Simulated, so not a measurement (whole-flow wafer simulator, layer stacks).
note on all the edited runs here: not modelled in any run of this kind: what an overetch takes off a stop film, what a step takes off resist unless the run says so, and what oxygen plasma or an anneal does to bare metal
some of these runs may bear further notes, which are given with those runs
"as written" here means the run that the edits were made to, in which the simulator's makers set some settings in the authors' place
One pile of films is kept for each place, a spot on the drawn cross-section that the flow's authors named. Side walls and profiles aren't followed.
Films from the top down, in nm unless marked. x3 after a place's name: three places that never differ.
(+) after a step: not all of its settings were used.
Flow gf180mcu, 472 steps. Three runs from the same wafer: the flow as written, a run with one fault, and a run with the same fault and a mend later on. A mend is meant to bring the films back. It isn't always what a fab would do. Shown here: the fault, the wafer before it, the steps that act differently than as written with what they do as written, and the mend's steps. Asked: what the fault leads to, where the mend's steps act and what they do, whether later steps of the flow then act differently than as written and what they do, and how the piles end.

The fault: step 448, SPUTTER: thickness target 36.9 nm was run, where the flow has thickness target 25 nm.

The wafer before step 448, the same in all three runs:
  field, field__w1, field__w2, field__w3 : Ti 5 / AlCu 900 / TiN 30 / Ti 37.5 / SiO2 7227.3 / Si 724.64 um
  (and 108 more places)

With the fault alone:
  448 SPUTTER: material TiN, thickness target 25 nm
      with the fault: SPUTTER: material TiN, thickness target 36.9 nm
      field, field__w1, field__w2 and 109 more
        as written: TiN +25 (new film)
        with the fault: TiN +36.9 (new film)
  Later steps of the flow that act differently than as written (4 more steps differ only slightly, by at most 2% or 0.5 nm, whichever is larger, and aren't shown):
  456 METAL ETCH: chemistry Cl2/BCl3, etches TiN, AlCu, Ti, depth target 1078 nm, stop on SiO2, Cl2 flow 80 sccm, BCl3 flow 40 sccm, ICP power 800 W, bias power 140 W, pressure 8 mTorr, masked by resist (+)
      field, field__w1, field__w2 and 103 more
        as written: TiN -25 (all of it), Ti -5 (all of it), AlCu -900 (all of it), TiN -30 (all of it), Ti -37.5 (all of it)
        with the fault: TiN -36.9 (all of it), Ti -5 (all of it), AlCu -900 (all of it), TiN -30 (all of it), Ti -37.5 (all of it)
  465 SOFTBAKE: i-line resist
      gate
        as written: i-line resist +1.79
        with the fault: i-line resist -0.28
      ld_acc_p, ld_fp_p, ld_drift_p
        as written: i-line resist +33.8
        with the fault: i-line resist +27.4
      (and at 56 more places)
  At the end the piles differ from the flow's by more than 2% or 0.5 nm, whichever is larger, at field__w8, contact, m1, m1__w1, pad, m1_nw.
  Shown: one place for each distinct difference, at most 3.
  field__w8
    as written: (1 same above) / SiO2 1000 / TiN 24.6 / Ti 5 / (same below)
    with the fault: (1 same above) / SiO2 1000 / TiN 36.5 / Ti 5 / (same below)
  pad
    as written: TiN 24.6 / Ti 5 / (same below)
    with the fault: TiN 36.5 / Ti 5 / (same below)

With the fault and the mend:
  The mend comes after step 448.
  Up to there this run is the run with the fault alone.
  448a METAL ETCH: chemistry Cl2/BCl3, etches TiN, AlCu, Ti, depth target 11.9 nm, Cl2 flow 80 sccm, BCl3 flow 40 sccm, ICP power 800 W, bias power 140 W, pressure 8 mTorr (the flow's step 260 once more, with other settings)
      field, field__w1, field__w2 and 109 more
        TiN -11.9
  No later step of the flow acts differently than as written at any place that is followed.
  At the end the piles are the same as the flow's at every place that both follow.
